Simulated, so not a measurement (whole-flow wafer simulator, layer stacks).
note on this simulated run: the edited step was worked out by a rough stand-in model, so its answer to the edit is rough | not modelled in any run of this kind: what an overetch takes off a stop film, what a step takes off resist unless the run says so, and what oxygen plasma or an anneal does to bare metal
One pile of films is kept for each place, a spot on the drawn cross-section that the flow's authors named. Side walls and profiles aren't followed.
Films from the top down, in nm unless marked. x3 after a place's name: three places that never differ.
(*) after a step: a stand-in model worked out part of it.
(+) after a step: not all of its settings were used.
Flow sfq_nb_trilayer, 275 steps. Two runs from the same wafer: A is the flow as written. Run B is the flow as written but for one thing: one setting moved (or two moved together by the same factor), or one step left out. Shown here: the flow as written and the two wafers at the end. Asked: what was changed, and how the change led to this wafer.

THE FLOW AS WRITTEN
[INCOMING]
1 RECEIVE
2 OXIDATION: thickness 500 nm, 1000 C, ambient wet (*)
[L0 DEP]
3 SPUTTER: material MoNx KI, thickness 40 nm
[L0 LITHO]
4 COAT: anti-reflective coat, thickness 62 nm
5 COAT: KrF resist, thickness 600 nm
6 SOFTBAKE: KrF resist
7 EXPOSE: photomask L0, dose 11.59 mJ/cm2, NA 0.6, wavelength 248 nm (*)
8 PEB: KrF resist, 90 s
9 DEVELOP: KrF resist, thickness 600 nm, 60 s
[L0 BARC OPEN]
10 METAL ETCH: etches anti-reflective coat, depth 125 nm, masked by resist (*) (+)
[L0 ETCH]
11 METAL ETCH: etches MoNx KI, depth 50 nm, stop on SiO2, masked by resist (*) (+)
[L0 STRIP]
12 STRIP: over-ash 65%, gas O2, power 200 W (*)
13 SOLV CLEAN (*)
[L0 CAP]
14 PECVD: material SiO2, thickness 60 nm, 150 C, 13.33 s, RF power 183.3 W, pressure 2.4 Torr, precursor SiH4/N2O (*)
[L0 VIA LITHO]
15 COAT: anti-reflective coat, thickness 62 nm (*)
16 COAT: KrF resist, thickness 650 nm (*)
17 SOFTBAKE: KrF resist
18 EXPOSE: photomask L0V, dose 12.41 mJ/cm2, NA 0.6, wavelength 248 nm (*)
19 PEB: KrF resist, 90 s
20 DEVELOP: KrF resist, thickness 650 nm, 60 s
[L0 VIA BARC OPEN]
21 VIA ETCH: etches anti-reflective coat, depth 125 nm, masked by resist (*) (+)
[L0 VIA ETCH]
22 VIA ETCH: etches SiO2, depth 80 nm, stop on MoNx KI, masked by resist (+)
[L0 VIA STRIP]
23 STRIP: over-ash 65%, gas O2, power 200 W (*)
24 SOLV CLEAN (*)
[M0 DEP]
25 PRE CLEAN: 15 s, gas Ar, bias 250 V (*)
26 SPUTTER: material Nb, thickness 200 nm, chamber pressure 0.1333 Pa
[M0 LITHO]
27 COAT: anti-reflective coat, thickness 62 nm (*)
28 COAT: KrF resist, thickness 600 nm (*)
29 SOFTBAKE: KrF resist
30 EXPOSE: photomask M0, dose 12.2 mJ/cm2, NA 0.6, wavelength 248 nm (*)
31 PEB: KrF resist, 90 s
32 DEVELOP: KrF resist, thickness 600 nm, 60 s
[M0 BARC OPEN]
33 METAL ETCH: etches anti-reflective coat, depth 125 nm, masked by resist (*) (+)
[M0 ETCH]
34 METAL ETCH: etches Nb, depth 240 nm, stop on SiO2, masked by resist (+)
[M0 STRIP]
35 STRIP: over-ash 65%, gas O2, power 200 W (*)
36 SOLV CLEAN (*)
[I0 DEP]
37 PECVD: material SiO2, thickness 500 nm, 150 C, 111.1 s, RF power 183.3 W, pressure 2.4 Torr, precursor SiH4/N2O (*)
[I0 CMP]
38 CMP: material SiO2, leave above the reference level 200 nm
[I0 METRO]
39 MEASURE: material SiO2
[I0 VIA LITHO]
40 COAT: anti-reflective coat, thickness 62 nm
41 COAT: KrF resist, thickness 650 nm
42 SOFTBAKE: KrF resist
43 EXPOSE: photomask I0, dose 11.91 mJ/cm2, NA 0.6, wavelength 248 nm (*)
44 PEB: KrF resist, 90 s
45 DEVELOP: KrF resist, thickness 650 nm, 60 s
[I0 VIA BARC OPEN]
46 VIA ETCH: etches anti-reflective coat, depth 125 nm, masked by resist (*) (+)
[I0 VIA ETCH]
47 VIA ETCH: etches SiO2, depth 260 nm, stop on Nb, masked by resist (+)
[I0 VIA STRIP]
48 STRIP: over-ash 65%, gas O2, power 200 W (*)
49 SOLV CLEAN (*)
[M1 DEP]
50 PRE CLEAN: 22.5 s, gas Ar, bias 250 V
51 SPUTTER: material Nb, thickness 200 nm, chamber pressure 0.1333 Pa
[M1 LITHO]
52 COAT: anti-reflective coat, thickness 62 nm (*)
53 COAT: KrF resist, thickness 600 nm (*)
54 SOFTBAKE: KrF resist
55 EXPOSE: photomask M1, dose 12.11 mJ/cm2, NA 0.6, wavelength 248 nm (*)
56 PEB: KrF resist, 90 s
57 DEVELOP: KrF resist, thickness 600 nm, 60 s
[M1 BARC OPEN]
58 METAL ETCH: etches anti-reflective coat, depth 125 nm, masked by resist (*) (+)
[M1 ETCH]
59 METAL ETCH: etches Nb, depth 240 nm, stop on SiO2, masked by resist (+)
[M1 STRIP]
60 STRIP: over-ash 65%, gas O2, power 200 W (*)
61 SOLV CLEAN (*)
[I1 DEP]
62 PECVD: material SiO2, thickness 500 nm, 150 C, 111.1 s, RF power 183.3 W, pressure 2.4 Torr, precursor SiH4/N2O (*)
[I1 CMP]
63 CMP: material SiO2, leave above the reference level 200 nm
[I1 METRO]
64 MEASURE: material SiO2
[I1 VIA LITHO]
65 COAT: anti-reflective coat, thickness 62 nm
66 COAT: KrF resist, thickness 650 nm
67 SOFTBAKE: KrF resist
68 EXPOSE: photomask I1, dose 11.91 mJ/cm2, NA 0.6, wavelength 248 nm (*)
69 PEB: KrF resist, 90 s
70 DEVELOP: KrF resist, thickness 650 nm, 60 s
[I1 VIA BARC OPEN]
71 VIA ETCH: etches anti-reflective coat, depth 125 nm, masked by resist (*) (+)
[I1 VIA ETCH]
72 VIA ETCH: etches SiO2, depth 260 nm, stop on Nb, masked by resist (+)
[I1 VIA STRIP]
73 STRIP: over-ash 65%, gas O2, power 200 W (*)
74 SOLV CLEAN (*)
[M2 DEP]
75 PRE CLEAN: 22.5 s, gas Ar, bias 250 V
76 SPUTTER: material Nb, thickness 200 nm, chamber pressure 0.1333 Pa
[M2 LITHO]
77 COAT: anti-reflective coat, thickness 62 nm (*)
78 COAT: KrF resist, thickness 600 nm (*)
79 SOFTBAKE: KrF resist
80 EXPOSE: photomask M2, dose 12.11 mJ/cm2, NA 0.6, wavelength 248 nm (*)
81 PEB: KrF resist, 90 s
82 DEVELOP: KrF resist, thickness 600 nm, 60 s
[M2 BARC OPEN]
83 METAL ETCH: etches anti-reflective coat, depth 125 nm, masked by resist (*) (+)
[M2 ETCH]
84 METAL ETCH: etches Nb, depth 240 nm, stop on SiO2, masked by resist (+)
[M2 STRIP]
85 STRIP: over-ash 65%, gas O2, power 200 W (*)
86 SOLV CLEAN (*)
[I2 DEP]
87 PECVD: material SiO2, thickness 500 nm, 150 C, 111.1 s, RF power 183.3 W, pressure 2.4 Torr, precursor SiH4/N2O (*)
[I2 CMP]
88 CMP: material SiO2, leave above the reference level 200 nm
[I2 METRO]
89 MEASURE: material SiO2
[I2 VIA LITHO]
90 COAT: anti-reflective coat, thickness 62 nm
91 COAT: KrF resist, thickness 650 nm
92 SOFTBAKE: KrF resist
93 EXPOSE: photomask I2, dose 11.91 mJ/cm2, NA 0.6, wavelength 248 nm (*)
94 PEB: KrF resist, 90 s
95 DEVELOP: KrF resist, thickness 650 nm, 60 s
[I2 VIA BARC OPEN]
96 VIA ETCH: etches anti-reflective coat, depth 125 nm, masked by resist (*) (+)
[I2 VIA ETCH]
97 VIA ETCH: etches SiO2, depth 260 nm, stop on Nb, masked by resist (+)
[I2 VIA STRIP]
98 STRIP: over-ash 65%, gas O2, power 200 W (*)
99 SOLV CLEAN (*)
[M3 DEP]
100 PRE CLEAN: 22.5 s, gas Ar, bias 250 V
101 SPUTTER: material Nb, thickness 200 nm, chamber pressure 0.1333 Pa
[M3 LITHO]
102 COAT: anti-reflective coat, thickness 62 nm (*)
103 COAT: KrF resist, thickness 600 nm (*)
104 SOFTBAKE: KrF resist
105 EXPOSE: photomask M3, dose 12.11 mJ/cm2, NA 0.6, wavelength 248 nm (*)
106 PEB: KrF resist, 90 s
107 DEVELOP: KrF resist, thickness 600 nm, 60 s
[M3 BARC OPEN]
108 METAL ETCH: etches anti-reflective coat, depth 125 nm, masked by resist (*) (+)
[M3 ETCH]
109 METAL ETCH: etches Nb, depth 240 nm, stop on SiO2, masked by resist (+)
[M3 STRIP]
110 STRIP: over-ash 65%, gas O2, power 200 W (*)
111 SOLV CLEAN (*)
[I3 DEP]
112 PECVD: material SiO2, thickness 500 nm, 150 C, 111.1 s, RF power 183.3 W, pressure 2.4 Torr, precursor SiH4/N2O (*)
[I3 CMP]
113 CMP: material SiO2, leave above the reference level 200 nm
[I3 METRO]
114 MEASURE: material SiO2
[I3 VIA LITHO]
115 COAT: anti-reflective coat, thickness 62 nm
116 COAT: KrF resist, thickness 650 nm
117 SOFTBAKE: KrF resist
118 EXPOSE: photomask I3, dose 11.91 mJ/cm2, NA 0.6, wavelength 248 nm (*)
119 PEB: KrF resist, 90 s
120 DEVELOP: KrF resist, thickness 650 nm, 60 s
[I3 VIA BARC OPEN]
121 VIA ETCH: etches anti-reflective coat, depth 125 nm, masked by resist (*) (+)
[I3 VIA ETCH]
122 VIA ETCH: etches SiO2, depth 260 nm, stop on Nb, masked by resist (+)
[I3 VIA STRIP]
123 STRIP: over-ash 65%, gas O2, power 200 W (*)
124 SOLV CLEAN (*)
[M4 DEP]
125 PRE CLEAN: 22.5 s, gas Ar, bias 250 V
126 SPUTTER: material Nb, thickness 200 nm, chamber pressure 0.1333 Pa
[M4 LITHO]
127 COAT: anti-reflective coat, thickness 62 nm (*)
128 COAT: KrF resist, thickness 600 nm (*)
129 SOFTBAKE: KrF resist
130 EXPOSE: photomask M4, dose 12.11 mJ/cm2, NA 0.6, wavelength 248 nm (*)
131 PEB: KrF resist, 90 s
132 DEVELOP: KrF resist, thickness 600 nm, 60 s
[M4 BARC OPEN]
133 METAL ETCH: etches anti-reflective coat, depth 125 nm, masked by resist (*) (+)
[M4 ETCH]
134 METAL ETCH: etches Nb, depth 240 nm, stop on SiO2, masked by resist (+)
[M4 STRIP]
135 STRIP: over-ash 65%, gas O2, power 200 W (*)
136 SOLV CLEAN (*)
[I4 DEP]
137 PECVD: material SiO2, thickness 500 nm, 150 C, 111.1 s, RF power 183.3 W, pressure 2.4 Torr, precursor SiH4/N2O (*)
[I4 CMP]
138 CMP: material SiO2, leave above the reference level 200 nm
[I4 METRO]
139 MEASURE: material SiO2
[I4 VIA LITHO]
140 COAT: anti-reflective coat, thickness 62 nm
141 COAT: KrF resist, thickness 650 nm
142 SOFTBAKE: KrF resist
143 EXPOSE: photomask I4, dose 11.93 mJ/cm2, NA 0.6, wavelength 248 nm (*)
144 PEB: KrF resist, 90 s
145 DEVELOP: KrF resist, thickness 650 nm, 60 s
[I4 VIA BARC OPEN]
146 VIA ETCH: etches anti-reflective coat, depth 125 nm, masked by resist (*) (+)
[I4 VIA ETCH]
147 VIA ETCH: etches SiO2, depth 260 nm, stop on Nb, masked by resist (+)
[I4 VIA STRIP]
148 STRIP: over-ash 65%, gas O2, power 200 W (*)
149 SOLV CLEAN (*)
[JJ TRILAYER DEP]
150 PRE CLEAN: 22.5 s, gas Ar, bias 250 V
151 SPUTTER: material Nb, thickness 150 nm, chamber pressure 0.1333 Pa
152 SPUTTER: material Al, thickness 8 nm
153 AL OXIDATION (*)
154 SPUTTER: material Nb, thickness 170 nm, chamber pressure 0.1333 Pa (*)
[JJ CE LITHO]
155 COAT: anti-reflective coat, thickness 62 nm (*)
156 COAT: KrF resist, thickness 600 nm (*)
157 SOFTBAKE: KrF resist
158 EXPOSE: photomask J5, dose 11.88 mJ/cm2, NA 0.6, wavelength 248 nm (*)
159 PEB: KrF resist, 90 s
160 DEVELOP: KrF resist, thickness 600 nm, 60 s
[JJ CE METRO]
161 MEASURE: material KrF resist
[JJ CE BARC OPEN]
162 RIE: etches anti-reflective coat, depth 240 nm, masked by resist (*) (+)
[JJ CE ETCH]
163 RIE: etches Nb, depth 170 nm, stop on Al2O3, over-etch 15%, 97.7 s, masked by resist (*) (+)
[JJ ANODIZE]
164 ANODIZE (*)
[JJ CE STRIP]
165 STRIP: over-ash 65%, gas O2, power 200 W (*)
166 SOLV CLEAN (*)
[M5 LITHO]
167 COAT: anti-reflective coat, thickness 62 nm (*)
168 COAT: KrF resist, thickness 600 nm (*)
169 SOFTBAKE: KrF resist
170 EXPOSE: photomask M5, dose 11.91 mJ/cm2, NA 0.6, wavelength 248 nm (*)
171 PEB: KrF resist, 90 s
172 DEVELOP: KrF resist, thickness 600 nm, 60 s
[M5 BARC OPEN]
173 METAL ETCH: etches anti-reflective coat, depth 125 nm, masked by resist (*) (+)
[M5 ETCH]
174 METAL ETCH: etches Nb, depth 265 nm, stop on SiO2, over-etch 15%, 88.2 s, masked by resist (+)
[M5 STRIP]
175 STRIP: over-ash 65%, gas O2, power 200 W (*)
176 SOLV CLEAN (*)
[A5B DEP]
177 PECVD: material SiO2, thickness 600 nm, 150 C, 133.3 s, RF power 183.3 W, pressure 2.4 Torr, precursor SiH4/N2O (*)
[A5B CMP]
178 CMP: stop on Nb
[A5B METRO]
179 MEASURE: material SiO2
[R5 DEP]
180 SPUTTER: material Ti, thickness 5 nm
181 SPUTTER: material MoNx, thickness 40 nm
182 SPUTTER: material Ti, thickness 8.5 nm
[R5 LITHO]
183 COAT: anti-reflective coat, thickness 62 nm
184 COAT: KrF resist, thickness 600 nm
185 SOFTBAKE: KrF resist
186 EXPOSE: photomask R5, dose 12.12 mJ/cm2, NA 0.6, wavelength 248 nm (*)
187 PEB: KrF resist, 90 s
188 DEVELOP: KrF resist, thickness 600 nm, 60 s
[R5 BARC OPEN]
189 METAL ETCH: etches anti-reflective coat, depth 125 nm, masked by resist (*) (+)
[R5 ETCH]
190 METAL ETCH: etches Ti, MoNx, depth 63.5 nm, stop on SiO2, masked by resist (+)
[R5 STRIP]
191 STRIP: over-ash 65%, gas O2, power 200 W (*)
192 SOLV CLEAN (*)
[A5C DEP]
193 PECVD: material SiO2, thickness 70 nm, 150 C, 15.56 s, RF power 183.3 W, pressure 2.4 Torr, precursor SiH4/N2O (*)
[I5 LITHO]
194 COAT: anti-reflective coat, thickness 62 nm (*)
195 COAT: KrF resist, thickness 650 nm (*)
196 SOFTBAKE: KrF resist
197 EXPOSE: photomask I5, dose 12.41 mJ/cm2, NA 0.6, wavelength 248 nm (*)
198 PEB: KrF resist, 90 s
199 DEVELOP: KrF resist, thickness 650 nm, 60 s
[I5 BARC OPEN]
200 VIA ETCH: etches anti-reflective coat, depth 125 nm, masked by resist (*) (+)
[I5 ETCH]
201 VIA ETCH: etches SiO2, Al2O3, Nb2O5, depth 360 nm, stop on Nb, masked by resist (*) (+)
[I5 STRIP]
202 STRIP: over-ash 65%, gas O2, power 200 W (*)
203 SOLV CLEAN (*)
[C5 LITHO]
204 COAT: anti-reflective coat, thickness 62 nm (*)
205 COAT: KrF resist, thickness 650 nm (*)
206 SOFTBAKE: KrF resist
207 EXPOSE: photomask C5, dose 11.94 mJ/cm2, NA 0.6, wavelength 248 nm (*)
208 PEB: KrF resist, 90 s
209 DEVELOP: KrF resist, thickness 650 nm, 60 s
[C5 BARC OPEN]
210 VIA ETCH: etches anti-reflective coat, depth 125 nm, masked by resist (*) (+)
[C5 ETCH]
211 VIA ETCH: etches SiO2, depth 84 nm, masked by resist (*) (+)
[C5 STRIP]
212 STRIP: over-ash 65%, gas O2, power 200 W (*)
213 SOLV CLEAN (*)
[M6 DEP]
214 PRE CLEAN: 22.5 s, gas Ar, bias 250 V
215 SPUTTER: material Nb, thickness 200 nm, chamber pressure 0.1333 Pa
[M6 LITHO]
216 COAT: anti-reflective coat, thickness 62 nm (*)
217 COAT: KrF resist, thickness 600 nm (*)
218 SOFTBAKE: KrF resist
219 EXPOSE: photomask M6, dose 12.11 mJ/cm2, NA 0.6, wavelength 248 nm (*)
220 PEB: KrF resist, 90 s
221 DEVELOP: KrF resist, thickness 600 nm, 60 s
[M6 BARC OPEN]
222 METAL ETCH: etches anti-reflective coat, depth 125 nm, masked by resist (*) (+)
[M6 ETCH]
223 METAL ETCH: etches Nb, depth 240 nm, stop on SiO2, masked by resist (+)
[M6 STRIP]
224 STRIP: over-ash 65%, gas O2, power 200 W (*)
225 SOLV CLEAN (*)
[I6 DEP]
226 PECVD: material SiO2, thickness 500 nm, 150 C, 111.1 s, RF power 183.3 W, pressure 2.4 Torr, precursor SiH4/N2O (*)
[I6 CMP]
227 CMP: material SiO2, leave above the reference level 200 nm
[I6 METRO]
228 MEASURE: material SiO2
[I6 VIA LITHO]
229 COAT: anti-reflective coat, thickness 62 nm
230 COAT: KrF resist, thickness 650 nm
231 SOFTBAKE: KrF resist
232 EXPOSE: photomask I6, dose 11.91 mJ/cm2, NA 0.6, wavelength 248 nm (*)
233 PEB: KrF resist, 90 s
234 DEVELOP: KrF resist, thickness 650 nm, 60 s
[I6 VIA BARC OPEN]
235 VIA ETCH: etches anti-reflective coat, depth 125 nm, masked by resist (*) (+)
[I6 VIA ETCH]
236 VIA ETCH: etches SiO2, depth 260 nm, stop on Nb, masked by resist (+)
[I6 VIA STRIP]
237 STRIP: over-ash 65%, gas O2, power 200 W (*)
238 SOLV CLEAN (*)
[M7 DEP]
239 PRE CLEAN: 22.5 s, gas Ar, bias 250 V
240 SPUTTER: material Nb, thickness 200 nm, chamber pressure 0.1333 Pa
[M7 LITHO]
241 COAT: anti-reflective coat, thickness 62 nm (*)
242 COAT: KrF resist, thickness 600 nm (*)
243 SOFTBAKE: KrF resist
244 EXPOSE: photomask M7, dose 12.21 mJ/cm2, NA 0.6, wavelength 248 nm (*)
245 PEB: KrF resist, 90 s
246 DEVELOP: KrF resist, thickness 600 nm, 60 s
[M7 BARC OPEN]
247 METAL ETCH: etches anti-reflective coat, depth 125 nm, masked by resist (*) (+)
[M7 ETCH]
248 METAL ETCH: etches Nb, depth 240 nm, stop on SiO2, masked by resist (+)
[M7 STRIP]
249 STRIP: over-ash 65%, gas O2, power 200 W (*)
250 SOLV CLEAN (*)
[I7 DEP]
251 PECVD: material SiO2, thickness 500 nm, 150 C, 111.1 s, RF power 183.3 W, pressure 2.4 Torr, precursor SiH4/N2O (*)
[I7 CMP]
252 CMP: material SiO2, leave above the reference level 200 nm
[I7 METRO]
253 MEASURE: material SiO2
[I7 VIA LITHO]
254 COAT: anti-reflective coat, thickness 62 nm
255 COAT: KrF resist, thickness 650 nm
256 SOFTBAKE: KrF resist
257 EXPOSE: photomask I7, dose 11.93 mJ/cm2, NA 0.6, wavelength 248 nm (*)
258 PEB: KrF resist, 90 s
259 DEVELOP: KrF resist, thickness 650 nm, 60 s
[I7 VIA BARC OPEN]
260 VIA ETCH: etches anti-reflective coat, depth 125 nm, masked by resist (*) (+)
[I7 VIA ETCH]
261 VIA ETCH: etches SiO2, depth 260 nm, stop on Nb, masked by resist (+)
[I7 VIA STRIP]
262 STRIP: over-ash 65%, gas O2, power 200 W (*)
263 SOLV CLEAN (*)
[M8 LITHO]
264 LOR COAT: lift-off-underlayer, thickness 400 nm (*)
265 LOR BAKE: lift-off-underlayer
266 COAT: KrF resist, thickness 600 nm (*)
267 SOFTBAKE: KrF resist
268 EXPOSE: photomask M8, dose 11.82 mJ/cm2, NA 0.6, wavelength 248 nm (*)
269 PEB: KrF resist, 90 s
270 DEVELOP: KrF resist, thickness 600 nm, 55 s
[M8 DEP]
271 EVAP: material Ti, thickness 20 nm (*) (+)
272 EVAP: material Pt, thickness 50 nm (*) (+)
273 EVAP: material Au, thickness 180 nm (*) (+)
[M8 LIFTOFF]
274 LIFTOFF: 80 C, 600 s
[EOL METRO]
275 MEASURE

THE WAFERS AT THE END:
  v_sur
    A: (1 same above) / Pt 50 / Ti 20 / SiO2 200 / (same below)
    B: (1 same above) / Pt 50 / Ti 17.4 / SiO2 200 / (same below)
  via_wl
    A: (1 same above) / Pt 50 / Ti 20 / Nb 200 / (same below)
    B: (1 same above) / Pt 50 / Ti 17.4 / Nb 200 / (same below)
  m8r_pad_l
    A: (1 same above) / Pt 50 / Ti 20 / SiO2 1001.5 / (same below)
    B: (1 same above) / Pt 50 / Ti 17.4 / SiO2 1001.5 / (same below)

The cause: step 271, EVAP: thickness 17.4 nm was run, where the flow has thickness 20 nm.
It can be read off the wafer: v_sur has Ti 17.4, and step 271 as written asks for 20 nm.

How the change led to this, step by step:
  271 EVAP: material Ti, thickness 20 nm (*) (+)
      field_l, v_sur, via_wl and 103 more: A Ti +20 (new film) | B Ti +17.4 (new film)
  274 LIFTOFF: 80 C, 600 s
      p4_fl, p4_fm, p4_w1 and 71 more: A Au -180 (all of it), Pt -50 (all of it), Ti -20 (all of it), KrF resist -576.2 (all of it), lift-off-underlayer -400 (all of it) | B Au -180 (all of it), Pt -50 (all of it), Ti -17.4 (all of it), KrF resist -576.2 (all of it), lift-off-underlayer -400 (all of it)
      c5j, ce_r: A Au -180 (all of it), Pt -50 (all of it), Ti -20 (all of it), KrF resist -573.3 (all of it), lift-off-underlayer -399.3 (all of it) | B Au -180 (all of it), Pt -50 (all of it), Ti -17.4 (all of it), KrF resist -573.3 (all of it), lift-off-underlayer -399.3 (all of it)
      (and at 19 more places)
